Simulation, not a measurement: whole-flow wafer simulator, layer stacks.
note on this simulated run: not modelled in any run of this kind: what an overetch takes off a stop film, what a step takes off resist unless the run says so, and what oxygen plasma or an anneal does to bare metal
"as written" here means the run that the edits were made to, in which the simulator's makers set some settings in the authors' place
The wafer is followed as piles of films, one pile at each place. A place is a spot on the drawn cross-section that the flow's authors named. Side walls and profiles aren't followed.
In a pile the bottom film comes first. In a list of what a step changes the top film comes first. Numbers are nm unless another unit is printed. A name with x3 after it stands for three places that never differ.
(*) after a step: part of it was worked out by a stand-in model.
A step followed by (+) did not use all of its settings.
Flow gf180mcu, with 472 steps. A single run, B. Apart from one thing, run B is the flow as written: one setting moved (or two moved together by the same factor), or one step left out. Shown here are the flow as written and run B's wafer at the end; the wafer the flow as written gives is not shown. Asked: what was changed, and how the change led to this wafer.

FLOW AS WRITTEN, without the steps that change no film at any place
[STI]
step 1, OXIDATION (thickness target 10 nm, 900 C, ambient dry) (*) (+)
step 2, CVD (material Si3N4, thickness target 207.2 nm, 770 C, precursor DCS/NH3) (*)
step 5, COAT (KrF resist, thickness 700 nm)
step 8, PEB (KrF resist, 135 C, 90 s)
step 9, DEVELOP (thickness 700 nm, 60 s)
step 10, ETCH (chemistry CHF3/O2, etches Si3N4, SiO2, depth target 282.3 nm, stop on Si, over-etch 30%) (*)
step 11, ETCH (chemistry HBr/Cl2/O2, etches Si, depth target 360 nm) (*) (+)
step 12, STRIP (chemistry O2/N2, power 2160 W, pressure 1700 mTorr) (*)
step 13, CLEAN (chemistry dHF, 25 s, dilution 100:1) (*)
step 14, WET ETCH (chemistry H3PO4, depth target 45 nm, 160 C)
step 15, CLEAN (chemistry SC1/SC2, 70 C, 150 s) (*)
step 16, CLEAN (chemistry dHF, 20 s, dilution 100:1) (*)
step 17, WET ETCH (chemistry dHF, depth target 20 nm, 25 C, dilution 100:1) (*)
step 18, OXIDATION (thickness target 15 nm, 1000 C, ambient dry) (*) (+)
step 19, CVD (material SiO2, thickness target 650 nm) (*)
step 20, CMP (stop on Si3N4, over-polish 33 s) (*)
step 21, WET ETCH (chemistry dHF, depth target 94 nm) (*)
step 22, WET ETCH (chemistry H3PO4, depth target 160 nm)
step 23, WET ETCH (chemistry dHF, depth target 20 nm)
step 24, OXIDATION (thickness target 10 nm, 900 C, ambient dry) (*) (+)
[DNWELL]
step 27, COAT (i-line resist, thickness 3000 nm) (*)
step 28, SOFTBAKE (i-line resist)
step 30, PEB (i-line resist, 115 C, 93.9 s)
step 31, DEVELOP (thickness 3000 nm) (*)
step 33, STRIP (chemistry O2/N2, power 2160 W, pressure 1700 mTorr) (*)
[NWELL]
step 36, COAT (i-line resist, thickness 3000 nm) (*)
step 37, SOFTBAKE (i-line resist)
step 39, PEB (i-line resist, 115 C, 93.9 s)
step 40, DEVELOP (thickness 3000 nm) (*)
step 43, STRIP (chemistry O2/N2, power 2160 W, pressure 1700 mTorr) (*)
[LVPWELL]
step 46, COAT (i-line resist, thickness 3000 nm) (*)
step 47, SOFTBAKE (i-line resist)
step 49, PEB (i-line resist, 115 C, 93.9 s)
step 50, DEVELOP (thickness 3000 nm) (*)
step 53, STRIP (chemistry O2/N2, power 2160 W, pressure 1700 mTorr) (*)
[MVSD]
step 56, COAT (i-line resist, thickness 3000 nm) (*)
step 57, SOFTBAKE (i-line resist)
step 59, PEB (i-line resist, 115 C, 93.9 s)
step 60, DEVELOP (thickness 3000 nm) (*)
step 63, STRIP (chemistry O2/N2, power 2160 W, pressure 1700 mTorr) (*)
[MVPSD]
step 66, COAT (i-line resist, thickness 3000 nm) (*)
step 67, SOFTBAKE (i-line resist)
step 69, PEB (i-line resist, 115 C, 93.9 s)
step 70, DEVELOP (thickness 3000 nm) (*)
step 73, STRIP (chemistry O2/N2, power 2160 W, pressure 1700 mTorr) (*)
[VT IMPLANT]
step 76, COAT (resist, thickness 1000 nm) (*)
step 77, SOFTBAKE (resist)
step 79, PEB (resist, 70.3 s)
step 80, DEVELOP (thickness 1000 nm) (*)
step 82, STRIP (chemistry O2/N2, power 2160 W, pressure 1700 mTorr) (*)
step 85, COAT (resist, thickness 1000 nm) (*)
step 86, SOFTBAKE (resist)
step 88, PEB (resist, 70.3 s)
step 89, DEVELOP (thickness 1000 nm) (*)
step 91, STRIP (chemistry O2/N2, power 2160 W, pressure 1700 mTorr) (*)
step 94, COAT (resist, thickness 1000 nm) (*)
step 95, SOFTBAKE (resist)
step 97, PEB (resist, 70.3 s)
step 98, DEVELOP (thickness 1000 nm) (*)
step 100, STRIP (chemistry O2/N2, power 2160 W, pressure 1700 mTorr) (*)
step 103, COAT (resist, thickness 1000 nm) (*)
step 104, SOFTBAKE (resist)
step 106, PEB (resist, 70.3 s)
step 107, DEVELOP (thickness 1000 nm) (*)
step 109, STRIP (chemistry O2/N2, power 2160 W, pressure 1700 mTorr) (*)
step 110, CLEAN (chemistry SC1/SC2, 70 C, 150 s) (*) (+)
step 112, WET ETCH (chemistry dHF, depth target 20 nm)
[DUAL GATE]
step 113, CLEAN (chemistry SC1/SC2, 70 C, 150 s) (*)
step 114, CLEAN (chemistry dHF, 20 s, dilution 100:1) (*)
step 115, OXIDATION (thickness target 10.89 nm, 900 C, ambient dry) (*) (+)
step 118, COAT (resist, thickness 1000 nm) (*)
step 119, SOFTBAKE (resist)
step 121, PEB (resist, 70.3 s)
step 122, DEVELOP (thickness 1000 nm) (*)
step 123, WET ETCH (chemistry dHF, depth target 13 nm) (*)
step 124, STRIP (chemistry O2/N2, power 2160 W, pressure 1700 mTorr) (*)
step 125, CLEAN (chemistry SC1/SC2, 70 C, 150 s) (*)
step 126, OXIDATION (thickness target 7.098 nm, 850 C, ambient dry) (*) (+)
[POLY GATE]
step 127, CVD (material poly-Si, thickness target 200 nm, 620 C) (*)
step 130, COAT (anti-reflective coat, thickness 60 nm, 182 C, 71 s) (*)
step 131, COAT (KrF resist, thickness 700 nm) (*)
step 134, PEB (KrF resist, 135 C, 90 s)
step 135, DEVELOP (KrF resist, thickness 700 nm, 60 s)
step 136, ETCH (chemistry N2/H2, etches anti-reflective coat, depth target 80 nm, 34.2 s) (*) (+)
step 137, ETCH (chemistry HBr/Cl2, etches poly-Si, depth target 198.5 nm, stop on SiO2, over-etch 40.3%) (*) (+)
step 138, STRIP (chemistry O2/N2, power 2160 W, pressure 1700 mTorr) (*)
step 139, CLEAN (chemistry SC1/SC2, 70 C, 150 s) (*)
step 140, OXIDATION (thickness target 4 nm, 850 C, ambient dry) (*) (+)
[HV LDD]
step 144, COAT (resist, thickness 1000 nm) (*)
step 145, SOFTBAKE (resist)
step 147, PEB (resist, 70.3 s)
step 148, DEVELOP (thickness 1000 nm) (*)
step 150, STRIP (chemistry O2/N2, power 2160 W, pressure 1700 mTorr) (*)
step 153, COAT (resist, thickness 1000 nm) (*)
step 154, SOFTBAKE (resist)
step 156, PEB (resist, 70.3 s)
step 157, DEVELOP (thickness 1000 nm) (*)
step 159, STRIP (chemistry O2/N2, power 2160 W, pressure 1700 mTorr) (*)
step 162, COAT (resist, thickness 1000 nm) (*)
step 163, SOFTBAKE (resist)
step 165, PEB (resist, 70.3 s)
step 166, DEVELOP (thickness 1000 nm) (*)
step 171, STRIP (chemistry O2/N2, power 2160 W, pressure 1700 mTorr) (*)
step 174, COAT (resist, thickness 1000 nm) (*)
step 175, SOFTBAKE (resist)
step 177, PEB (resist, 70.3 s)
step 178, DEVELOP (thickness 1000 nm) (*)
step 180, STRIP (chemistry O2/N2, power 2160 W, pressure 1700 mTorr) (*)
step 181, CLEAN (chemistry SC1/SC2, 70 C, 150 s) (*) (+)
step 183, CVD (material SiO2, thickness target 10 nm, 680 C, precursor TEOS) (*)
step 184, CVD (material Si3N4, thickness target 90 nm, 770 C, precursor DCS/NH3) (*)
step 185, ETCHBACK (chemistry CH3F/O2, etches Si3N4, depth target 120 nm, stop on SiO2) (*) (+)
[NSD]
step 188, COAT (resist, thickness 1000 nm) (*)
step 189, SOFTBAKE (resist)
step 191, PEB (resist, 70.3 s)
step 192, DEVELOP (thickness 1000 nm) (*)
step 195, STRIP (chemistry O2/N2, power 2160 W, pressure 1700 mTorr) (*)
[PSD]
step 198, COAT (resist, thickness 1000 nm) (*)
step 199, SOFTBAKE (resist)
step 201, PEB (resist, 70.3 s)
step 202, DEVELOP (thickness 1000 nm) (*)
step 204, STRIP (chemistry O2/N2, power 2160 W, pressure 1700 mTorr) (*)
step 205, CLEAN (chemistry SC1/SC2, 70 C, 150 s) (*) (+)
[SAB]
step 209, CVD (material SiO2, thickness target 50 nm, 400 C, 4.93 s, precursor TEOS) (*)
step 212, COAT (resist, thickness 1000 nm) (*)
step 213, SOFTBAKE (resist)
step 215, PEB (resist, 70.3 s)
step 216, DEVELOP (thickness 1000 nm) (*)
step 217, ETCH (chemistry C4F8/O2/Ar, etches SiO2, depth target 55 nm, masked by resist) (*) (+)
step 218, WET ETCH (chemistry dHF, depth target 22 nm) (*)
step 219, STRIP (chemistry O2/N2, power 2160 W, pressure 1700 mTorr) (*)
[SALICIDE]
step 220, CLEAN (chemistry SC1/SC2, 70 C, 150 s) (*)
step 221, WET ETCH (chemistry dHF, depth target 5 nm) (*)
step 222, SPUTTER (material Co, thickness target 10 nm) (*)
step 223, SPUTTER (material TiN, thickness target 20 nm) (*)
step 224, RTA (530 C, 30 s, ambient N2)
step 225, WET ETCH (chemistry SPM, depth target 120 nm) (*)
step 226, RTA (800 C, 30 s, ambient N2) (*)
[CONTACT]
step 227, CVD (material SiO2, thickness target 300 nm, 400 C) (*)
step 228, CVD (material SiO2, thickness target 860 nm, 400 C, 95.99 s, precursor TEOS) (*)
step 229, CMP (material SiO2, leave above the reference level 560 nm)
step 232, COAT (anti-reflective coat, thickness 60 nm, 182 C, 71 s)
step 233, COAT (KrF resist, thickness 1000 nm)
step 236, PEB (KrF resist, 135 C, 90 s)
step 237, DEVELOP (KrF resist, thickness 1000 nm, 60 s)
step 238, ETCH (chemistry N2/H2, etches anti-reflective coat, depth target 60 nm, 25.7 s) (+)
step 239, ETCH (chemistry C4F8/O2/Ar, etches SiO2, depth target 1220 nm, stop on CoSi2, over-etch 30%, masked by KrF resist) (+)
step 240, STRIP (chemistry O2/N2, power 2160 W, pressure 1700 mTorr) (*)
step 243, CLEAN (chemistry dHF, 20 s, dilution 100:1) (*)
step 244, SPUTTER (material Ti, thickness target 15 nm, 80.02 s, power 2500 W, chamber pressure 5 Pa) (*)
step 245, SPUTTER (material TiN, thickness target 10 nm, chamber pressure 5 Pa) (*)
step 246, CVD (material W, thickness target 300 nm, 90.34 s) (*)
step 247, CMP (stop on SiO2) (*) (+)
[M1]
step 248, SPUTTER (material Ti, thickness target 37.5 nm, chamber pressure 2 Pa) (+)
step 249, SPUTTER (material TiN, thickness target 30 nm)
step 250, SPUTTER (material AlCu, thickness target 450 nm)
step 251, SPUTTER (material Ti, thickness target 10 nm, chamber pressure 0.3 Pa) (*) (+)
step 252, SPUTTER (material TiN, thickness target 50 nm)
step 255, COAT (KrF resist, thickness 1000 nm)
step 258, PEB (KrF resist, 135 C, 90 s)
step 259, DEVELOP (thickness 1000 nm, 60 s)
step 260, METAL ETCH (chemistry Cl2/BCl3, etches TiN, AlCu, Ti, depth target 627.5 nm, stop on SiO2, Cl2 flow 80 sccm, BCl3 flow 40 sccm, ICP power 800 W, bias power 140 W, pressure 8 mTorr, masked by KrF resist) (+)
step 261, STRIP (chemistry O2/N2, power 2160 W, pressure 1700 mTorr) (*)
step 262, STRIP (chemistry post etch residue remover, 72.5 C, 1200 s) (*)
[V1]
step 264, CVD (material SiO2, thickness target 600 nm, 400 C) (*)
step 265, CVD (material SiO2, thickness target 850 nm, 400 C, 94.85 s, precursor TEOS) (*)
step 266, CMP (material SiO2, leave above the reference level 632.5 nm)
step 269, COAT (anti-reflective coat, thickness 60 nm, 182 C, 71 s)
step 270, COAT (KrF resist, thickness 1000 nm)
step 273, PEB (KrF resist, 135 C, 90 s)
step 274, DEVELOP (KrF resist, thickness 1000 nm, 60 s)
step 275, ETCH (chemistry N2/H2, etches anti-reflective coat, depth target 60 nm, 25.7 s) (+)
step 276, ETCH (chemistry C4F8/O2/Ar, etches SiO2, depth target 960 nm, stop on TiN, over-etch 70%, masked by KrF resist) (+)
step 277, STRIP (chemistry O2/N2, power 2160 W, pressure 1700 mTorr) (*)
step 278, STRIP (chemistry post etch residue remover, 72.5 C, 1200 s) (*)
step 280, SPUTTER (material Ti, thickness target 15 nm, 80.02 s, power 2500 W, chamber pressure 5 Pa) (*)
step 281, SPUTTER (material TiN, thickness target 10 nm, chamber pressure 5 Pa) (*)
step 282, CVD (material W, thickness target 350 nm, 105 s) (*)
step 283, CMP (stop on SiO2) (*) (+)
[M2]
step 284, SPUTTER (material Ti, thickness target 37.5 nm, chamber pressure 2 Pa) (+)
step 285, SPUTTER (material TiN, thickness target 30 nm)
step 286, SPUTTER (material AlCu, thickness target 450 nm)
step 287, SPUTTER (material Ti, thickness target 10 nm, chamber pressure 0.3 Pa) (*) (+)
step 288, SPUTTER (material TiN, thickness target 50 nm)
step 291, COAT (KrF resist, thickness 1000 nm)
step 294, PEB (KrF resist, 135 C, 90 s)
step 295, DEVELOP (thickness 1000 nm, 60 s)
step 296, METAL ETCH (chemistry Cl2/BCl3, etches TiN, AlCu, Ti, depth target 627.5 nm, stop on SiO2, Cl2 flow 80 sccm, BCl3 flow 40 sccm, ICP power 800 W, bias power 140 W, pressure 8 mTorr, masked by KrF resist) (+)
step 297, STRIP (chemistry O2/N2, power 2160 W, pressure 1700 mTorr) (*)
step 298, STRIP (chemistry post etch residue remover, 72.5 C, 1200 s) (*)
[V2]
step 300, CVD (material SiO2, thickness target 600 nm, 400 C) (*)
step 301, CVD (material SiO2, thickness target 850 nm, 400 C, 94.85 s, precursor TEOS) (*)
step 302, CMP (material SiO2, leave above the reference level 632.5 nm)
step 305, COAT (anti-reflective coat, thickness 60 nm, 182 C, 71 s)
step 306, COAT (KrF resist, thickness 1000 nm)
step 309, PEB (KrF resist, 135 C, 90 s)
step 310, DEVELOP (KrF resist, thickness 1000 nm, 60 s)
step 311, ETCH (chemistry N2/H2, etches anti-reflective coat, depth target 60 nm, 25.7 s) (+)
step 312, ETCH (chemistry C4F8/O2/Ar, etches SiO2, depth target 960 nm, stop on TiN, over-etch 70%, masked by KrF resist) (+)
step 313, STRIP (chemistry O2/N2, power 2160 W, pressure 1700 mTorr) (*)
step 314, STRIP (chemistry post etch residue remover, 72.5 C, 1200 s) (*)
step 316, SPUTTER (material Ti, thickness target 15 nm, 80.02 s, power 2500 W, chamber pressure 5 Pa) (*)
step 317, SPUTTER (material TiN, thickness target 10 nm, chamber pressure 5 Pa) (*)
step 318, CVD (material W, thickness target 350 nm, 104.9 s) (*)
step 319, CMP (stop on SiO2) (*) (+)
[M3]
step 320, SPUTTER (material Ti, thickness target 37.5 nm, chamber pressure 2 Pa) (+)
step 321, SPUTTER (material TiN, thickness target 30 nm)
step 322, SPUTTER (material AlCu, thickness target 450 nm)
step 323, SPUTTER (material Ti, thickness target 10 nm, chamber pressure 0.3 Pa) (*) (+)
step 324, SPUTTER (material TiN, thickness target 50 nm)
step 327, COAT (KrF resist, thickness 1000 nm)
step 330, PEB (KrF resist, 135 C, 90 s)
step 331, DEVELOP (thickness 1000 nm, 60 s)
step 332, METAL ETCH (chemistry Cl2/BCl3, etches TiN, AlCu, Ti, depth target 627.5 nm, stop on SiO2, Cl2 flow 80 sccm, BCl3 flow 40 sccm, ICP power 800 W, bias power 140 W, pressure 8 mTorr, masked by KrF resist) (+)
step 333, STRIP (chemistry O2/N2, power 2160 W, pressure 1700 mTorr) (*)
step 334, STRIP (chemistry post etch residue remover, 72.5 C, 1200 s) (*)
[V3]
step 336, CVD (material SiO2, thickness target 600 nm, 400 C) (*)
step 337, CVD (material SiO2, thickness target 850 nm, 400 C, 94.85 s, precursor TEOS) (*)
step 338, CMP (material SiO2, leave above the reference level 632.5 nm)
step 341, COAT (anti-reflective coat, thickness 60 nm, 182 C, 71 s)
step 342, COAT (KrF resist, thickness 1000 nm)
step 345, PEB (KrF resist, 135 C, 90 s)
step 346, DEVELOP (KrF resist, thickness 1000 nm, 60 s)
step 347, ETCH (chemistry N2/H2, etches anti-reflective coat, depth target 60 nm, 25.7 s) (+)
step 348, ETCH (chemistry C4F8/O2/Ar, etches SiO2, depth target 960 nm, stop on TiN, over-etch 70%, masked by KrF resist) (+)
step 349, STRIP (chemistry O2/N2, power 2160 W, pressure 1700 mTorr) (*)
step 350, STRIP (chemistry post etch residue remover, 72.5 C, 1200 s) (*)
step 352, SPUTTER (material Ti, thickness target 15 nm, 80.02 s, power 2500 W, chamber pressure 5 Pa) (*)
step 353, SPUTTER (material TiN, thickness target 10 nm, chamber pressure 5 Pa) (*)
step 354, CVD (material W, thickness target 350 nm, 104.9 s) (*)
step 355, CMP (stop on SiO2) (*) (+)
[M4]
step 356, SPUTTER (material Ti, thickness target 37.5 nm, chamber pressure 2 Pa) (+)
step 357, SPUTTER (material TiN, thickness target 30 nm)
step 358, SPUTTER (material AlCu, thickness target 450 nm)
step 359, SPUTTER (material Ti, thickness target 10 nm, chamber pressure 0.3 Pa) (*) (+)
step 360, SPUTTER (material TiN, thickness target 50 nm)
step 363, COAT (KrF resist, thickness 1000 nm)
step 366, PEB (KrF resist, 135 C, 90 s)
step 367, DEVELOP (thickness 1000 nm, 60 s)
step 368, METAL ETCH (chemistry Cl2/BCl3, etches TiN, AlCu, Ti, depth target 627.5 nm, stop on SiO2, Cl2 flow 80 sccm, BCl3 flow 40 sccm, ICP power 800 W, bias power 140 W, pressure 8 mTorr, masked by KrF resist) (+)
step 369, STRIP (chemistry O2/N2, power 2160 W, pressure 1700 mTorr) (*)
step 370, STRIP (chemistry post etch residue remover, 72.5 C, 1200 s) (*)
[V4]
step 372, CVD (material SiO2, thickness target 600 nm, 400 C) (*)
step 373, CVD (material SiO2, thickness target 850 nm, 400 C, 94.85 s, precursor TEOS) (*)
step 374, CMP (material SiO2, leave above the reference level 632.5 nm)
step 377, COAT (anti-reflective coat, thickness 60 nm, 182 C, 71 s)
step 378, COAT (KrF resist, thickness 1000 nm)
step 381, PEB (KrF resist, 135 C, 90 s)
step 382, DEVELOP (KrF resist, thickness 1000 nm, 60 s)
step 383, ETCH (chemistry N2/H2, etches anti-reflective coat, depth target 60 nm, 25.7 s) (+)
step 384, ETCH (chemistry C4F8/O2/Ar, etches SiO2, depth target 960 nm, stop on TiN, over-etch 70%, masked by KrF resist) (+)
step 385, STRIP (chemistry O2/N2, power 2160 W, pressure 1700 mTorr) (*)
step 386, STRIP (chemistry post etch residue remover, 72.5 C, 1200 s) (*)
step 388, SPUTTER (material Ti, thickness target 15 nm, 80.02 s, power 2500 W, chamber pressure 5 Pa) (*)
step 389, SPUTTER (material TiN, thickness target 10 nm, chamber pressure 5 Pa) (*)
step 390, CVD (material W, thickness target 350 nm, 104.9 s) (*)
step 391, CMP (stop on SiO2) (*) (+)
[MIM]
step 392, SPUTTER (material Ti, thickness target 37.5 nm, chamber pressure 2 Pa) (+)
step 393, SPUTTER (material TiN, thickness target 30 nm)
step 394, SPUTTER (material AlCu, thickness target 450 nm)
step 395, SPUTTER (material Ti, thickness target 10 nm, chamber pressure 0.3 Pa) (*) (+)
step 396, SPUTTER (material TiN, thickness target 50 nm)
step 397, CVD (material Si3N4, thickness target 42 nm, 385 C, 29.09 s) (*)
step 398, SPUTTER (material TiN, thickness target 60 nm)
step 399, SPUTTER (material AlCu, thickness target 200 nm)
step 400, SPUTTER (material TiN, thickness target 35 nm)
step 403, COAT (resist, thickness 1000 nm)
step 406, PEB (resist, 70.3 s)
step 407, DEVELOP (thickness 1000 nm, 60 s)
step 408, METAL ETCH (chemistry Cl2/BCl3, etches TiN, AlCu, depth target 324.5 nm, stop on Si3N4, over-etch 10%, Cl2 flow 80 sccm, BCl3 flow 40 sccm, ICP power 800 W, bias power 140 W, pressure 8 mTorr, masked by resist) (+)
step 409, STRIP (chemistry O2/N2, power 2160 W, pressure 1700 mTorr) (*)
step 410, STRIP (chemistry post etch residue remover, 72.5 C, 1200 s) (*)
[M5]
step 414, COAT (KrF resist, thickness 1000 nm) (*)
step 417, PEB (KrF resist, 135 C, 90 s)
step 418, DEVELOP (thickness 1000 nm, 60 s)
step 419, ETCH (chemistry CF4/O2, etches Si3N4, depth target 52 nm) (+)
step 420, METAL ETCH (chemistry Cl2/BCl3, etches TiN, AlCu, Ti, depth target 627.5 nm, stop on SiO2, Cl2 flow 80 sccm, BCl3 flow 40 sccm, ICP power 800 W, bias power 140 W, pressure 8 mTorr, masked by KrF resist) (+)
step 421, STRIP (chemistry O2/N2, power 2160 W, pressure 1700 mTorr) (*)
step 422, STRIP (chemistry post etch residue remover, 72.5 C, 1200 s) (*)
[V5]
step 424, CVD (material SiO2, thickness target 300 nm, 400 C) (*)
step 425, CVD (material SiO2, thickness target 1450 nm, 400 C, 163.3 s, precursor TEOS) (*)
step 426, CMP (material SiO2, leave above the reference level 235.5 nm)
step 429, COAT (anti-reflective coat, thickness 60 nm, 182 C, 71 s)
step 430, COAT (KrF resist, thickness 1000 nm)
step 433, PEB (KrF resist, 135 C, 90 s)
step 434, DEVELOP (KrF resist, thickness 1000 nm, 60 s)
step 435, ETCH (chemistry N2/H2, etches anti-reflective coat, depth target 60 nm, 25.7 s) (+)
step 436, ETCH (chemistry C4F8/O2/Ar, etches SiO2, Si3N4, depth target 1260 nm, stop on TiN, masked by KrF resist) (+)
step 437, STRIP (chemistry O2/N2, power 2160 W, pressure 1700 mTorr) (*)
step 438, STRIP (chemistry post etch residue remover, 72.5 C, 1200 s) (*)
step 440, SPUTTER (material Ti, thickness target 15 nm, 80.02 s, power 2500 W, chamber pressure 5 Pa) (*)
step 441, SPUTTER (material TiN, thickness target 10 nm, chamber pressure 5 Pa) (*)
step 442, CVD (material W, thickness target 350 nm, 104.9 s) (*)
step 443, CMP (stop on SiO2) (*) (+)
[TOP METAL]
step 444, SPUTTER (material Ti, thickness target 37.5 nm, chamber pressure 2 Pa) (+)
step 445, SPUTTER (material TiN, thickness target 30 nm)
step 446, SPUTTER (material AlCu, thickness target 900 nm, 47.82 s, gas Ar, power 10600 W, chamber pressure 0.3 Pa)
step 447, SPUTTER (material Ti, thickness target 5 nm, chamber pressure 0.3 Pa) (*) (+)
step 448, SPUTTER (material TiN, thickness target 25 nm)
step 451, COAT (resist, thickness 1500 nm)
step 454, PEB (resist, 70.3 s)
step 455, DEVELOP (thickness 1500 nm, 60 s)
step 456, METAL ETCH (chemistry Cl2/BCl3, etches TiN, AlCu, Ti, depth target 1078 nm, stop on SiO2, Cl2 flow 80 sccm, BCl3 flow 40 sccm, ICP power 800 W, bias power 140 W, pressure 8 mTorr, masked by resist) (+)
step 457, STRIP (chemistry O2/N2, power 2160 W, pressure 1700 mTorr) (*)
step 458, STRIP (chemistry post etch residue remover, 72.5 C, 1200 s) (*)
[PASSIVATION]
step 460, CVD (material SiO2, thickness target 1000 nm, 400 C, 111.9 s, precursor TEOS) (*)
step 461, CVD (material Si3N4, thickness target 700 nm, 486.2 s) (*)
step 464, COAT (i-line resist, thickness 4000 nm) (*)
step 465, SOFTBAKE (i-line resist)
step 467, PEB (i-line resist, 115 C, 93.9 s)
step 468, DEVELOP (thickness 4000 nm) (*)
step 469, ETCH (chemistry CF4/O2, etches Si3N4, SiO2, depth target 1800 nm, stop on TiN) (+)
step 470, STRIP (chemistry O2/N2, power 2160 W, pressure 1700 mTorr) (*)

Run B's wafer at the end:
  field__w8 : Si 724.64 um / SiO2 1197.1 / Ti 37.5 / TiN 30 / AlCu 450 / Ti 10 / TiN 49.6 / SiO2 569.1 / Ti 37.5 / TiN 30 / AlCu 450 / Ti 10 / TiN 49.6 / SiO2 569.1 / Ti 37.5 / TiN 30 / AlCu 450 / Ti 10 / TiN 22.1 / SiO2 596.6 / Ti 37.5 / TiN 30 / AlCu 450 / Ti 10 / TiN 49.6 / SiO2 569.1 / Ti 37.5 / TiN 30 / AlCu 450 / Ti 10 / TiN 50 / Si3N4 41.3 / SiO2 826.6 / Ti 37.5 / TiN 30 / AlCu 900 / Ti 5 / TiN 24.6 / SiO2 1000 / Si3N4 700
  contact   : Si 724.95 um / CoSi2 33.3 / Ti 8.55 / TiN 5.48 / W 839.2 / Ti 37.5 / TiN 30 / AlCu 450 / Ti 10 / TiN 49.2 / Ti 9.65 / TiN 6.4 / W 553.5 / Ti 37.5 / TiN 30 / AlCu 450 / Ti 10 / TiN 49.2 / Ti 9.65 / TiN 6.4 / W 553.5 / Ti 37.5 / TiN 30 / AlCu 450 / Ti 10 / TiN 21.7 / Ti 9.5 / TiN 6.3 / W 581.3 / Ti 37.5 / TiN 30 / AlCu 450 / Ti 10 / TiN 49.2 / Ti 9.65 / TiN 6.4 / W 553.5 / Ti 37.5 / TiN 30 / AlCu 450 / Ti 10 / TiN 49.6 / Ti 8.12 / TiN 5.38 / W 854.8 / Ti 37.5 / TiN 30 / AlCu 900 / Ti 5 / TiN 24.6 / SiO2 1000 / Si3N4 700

The reason: step 324, SPUTTER: thickness target 22.5 nm was run, though the flow has thickness target 50 nm.

Step by step, how the change led to this:
  step 324, SPUTTER (material TiN, thickness target 50 nm)
      field, field__w1, field__w2 and 108 more: +22.5 TiN (new film) (as written it would have been: +50 TiN (new film))
  step 332, METAL ETCH (chemistry Cl2/BCl3, etches TiN, AlCu, Ti, depth target 627.5 nm, stop on SiO2, Cl2 flow 80 sccm, BCl3 flow 40 sccm, ICP power 800 W, bias power 140 W, pressure 8 mTorr, masked by KrF resist) (+)
      field, field__w1, field__w2 and 103 more: -22.5 TiN (all of it), -10 Ti (all of it), -450 AlCu (all of it), -30 TiN (all of it), -37.5 Ti (all of it) (as written it would have been: -50 TiN (all of it), -10 Ti (all of it), -450 AlCu (all of it), -30 TiN (all of it), -37.5 Ti (all of it))
  step 338, CMP (material SiO2, leave above the reference level 632.5 nm)
      field__w8, contact, m1, m1__w1, m1_nw: -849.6 SiO2 (as written it would have been: -877.1 SiO2)
  step 348, ETCH (chemistry C4F8/O2/Ar, etches SiO2, depth target 960 nm, stop on TiN, over-etch 70%, masked by KrF resist) (+)
      contact: -600 SiO2 (all of it) (as written it would have been: -572.5 SiO2 (all of it))
  step 354, CVD (material W, thickness target 350 nm, 104.9 s) (*)
      contact: +960 W (new film) (as written it would have been: +932.3 W (new film))
